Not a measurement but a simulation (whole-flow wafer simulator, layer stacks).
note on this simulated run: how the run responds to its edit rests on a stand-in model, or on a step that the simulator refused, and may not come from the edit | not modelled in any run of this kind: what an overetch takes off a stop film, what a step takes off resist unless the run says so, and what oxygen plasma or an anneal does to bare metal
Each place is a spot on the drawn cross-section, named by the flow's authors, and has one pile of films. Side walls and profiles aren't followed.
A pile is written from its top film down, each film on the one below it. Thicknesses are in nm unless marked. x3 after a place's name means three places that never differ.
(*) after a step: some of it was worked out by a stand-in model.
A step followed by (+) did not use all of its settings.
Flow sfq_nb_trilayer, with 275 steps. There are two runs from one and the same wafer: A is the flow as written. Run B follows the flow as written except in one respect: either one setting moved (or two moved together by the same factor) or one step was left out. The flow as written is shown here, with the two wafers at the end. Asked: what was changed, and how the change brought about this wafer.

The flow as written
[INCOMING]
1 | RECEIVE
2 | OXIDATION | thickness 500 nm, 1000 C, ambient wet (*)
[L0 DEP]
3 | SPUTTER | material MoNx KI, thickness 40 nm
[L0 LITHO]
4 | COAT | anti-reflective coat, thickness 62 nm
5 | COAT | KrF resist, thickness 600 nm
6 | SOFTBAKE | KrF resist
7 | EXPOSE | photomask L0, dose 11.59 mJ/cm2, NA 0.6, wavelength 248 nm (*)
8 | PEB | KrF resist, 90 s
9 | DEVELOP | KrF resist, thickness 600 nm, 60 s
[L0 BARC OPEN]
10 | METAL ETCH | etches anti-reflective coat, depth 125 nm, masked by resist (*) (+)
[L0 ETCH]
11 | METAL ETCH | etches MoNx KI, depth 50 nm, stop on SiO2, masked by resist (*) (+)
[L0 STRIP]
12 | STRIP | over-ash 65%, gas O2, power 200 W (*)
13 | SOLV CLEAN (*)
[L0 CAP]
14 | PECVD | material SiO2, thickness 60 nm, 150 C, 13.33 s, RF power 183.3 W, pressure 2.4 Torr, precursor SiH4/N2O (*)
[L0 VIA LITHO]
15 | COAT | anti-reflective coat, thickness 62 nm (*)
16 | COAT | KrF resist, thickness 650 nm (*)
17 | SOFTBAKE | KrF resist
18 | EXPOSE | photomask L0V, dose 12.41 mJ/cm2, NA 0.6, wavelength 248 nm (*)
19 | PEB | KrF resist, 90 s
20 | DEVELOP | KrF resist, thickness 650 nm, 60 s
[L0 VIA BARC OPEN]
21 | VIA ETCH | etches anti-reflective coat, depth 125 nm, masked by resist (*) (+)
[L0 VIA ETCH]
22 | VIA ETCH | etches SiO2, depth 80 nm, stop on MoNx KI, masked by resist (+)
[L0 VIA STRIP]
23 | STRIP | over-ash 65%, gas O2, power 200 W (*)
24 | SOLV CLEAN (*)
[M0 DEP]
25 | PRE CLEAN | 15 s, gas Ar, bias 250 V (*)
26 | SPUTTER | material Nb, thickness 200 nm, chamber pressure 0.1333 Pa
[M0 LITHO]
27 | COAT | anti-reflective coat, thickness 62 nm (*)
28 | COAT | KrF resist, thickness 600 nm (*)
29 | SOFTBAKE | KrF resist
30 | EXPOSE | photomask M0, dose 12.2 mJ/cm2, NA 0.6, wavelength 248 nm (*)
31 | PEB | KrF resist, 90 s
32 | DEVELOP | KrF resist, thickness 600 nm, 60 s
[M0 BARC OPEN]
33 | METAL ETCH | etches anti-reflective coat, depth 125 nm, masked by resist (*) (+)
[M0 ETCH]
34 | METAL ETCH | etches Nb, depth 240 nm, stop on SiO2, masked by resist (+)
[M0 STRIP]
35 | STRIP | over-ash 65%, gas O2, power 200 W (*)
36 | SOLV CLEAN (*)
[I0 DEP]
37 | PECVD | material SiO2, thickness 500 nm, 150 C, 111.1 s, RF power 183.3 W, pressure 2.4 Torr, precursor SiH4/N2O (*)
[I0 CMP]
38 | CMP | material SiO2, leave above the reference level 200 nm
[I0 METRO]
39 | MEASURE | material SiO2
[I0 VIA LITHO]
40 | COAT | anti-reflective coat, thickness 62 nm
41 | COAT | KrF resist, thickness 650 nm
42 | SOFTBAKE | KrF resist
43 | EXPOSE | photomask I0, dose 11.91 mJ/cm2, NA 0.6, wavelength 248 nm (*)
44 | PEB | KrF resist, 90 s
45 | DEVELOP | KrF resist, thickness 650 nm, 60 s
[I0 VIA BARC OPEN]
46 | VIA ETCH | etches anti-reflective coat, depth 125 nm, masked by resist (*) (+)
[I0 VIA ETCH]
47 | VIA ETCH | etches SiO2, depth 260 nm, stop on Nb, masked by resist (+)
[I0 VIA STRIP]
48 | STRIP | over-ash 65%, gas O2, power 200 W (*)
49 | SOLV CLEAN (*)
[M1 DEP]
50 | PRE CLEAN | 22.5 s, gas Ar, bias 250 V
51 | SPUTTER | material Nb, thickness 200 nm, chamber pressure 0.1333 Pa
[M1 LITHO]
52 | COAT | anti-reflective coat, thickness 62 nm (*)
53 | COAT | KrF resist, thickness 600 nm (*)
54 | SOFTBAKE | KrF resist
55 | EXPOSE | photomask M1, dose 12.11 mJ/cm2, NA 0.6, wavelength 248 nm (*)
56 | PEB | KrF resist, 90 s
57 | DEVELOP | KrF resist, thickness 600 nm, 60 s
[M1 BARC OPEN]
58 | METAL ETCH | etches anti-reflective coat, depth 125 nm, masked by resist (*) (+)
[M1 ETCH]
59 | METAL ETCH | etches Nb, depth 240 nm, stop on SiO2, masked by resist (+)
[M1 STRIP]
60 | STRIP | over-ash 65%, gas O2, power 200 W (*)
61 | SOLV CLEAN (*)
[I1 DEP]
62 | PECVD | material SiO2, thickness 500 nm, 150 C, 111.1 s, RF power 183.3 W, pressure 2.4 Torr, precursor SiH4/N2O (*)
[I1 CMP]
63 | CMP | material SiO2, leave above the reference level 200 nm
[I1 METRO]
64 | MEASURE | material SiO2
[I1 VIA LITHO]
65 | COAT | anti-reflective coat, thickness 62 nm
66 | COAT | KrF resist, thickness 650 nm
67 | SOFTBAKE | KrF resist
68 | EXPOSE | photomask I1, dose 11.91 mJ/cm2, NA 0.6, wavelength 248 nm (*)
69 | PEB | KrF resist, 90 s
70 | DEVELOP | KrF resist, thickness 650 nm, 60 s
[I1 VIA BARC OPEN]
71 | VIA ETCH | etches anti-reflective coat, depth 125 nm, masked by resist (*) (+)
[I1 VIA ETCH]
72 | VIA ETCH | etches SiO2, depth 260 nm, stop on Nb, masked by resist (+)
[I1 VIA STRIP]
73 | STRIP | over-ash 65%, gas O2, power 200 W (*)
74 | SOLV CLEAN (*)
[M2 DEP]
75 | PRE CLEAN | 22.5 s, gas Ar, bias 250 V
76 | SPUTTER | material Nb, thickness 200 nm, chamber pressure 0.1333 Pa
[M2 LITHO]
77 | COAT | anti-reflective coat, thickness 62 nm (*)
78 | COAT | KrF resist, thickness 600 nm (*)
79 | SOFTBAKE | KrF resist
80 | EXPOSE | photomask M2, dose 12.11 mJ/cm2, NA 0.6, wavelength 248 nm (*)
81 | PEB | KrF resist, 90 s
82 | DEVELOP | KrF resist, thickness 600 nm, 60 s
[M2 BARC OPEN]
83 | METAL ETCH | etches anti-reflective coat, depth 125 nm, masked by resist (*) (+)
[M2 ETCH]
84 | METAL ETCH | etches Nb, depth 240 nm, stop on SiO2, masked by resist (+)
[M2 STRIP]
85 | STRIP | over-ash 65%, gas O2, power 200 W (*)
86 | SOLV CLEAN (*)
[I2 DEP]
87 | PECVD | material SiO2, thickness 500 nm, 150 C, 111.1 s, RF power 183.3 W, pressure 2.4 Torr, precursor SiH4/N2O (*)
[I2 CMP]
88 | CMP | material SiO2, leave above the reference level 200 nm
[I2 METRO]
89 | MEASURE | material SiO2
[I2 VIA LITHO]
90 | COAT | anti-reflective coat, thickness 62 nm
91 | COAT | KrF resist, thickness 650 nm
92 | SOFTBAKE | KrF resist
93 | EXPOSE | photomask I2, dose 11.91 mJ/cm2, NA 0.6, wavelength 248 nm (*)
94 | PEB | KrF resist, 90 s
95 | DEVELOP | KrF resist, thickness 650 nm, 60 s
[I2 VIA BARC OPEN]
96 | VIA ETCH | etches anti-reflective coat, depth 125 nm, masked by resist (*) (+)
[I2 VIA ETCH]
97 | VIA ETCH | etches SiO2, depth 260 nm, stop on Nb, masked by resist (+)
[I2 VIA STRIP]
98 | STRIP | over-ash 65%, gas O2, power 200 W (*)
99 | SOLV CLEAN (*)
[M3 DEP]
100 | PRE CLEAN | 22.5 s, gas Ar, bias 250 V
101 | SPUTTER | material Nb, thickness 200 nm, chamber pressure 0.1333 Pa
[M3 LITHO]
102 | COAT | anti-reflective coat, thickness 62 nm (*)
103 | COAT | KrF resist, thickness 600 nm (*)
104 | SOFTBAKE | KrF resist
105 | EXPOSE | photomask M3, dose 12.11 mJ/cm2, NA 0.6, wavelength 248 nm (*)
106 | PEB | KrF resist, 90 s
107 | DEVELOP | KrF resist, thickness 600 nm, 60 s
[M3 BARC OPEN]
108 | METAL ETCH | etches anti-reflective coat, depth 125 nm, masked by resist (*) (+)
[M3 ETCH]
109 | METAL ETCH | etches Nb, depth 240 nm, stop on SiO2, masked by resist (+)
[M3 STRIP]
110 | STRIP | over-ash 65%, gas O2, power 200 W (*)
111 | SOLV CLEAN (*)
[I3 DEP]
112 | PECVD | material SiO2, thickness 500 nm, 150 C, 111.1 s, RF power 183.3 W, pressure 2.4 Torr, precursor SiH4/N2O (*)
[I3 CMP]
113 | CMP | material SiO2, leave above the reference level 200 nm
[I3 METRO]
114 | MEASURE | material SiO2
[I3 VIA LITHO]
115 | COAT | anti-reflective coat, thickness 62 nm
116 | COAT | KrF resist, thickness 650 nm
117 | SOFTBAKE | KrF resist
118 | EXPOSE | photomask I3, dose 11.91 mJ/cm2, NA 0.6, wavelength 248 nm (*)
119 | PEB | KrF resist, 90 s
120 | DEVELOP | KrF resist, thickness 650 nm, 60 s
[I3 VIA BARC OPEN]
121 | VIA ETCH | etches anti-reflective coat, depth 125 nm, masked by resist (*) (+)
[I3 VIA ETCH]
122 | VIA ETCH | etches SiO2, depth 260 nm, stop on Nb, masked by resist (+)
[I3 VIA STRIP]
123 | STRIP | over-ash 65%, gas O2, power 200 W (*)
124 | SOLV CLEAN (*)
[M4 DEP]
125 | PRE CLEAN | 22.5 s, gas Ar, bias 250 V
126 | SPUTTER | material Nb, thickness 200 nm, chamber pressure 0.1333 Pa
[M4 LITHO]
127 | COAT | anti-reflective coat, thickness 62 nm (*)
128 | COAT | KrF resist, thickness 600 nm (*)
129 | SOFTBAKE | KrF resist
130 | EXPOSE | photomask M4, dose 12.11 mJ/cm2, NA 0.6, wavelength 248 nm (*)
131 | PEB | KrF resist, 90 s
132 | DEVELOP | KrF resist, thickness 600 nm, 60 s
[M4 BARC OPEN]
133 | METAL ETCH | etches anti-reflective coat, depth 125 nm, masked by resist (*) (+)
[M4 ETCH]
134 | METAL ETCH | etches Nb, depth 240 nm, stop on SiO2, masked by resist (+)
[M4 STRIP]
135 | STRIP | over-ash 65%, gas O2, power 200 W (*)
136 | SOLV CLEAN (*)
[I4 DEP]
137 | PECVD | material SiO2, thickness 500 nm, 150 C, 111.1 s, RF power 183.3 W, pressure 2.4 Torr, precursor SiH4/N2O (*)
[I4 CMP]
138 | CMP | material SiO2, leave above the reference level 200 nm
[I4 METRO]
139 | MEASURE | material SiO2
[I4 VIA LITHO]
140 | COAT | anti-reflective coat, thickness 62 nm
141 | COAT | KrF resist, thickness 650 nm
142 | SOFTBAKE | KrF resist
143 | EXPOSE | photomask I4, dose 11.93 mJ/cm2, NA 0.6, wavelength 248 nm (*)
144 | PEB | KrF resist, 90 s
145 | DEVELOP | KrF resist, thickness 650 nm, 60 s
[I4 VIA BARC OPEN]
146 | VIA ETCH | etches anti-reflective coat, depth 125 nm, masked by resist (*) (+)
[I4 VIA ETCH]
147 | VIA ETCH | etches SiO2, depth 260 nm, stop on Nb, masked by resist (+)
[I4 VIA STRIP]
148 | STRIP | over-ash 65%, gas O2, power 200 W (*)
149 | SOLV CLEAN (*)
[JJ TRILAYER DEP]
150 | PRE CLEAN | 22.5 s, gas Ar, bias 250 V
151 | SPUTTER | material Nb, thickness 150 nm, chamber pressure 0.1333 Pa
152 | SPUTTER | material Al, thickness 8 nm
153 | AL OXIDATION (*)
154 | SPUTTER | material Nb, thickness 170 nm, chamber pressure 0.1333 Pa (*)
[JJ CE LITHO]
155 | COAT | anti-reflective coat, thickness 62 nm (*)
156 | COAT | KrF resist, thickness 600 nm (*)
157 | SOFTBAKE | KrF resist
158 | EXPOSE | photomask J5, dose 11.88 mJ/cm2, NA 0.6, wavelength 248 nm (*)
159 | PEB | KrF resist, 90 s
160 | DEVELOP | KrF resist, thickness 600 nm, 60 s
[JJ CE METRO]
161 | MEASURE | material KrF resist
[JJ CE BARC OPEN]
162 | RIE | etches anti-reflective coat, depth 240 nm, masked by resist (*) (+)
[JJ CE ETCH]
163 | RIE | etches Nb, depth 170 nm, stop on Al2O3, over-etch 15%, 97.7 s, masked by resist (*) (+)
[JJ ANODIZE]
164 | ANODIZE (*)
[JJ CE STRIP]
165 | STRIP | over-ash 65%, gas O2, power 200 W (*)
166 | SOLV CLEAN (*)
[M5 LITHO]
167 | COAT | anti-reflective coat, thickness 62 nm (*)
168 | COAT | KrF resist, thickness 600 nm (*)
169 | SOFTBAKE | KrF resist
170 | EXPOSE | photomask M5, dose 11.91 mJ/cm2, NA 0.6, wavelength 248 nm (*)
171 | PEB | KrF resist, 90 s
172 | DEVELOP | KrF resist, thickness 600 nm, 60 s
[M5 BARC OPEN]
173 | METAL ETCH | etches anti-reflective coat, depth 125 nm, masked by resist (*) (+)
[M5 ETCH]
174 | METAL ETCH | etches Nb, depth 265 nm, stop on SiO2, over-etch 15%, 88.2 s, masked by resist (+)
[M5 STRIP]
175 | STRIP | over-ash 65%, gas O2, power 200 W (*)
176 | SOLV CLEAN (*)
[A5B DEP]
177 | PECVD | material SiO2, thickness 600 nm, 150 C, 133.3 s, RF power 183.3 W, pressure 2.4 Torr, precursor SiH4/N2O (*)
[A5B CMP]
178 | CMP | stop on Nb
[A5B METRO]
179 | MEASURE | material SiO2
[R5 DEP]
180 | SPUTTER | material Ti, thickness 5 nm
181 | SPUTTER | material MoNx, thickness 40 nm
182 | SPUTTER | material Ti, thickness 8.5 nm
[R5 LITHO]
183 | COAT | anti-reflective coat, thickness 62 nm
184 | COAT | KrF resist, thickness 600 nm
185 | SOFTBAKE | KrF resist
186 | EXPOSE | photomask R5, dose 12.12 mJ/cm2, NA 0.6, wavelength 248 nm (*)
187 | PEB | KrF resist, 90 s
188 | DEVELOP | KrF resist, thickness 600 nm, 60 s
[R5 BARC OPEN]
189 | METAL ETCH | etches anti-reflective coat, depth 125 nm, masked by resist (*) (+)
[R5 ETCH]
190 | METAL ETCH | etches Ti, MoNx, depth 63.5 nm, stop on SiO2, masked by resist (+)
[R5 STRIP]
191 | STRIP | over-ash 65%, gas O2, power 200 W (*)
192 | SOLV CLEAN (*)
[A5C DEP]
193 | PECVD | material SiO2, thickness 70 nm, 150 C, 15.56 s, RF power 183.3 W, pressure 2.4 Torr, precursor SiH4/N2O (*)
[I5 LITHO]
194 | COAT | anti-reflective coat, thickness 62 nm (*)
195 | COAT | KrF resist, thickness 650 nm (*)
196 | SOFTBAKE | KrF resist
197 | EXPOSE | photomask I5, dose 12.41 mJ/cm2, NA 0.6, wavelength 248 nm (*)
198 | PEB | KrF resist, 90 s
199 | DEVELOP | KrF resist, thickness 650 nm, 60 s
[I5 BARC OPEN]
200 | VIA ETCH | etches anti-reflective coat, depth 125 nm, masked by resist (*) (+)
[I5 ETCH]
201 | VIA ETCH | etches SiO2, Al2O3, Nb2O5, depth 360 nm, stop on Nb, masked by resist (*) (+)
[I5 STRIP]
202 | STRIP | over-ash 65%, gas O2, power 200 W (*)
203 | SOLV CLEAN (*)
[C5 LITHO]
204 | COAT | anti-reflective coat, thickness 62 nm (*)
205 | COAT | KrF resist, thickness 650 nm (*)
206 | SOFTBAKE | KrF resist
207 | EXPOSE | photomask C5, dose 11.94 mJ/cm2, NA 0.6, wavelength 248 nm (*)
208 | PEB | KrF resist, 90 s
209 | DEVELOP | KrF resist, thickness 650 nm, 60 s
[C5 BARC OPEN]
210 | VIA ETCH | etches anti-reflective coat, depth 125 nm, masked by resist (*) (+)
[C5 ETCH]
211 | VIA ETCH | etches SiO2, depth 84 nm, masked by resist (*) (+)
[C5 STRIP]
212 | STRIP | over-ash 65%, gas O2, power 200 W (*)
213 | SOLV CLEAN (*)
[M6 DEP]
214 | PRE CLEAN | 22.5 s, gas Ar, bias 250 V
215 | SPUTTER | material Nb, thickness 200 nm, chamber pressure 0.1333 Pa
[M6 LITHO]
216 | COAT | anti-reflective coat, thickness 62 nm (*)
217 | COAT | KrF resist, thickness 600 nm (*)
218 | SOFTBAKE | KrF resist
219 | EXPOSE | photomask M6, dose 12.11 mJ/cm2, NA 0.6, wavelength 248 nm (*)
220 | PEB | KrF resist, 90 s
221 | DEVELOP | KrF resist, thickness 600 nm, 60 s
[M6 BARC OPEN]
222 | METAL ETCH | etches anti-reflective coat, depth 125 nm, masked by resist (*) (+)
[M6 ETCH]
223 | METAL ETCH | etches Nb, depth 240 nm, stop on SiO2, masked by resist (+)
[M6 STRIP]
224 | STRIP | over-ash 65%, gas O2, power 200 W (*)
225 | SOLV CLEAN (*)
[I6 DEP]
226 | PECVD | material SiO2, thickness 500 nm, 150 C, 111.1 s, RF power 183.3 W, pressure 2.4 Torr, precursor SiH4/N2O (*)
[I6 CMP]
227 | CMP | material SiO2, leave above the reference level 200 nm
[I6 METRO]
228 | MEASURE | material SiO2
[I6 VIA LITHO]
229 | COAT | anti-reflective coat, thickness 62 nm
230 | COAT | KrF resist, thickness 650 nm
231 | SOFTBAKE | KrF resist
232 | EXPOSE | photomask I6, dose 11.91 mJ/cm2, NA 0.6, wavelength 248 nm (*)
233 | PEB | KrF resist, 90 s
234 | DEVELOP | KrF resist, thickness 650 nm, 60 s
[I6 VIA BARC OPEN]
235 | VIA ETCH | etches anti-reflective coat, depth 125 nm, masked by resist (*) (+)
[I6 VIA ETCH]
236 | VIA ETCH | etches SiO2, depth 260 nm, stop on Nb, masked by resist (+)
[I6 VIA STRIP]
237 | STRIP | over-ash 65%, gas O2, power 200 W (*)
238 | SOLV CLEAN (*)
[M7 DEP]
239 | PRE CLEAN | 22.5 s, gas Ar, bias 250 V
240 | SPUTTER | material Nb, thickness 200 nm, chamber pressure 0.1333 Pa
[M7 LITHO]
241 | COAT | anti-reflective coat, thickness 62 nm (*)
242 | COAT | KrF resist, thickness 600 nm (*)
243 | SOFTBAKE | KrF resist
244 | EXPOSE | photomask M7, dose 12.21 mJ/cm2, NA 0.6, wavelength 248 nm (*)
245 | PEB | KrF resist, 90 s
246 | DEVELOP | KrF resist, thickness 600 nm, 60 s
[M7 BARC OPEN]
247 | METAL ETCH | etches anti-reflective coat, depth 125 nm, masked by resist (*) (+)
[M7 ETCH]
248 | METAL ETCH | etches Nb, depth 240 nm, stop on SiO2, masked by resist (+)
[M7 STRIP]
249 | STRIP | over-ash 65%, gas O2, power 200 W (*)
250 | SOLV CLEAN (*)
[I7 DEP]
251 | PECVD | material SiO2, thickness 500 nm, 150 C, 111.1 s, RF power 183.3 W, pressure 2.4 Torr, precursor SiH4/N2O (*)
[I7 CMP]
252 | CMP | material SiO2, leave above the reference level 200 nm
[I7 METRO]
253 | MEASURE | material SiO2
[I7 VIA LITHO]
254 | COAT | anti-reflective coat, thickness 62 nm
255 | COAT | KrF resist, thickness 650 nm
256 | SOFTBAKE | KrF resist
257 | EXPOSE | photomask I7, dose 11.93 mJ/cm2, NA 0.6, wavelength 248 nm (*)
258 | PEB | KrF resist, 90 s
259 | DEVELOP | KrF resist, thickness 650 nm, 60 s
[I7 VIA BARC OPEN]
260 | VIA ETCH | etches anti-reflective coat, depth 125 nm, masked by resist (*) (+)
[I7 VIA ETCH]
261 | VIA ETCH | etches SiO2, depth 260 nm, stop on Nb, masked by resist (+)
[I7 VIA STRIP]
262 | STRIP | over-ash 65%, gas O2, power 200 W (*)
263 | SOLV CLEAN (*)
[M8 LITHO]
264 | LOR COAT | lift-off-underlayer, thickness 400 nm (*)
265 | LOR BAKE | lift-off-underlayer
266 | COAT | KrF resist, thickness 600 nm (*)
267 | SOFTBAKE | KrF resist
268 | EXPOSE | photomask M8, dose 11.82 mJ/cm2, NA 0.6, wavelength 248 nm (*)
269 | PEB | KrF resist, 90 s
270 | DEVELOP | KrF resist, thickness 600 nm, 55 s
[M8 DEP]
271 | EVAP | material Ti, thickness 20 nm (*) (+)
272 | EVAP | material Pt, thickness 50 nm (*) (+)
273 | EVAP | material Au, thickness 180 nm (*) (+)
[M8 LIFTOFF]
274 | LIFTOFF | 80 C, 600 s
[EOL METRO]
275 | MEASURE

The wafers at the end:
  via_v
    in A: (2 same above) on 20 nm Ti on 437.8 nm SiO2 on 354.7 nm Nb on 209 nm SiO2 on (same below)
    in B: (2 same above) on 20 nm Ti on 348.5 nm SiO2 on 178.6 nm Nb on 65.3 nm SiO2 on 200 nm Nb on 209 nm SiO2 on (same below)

What caused this: step 236, VIA ETCH: depth 127 nm was run, though the flow has depth 260 nm.

Step by step, how the change led to this:
  236 | VIA ETCH | etches SiO2, depth 260 nm, stop on Nb, masked by resist (+)
      via_v: A SiO2 loses 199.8 (all of it) | B SiO2 loses 127
      field_l, v_sur, via_wl and 102 more: A KrF resist loses 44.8 | B KrF resist loses 21.9
  237 | STRIP | over-ash 65%, gas O2, power 200 W (*)
      field_l, v_sur, via_wl and 102 more: A KrF resist loses 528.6 (all of it), anti-reflective coat loses 62 (all of it) | B KrF resist loses 551.5 (all of it), anti-reflective coat loses 62 (all of it)
  239 | PRE CLEAN | 22.5 s, gas Ar, bias 250 V
      via_v: A Nb loses 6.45 | B SiO2 loses 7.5
  240 | SPUTTER | material Nb, thickness 200 nm, chamber pressure 0.1333 Pa
      via_v: A Nb gains 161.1 | B Nb gains 178.6 (new film)
  241 | COAT | anti-reflective coat, thickness 62 nm (*)
      via_sp: A anti-reflective coat gains 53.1 (new film) | B anti-reflective coat gains 54.4 (new film)
      via_v: A anti-reflective coat gains 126 (new film) | B anti-reflective coat gains 108.8 (new film)
      (and at 1 other place as well)
  242 | COAT | KrF resist, thickness 600 nm (*)
      via_v: A KrF resist gains 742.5 (new film) | B KrF resist gains 682.3 (new film)
  249 | STRIP | over-ash 65%, gas O2, power 200 W (*)
      via_sp: A KrF resist loses 373.6 (all of it), anti-reflective coat loses 53.1 (all of it) | B KrF resist loses 378.7 (all of it), anti-reflective coat loses 54.4 (all of it)
      via_v: A KrF resist loses 524.5 (all of it), anti-reflective coat loses 126 (all of it) | B KrF resist loses 464.4 (all of it), anti-reflective coat loses 108.8 (all of it)
      (and at 1 other place as well)
  251 | PECVD | material SiO2, thickness 500 nm, 150 C, 111.1 s, RF power 183.3 W, pressure 2.4 Torr, precursor SiH4/N2O (*)
      via_v: A SiO2 gains 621 (new film) | B SiO2 gains 505.6 (new film)
  252 | CMP | material SiO2, leave above the reference level 200 nm
      via_v: A SiO2 loses 183.1 | B SiO2 loses 157.1
Taking metal films that touch as one body, via_v has 7 bodies (between them, from the top down: SiO2 348.5; SiO2 65.3; SiO2 209 / Al2O3 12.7 / Nb2O5 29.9; SiO2 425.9; SiO2 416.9; SiO2 192.5); the flow as written gives 6 bodies (between them, from the top down: SiO2 437.8; SiO2 209 / Al2O3 12.7 / Nb2O5 29.9; SiO2 425.9; SiO2 416.9; SiO2 192.5).
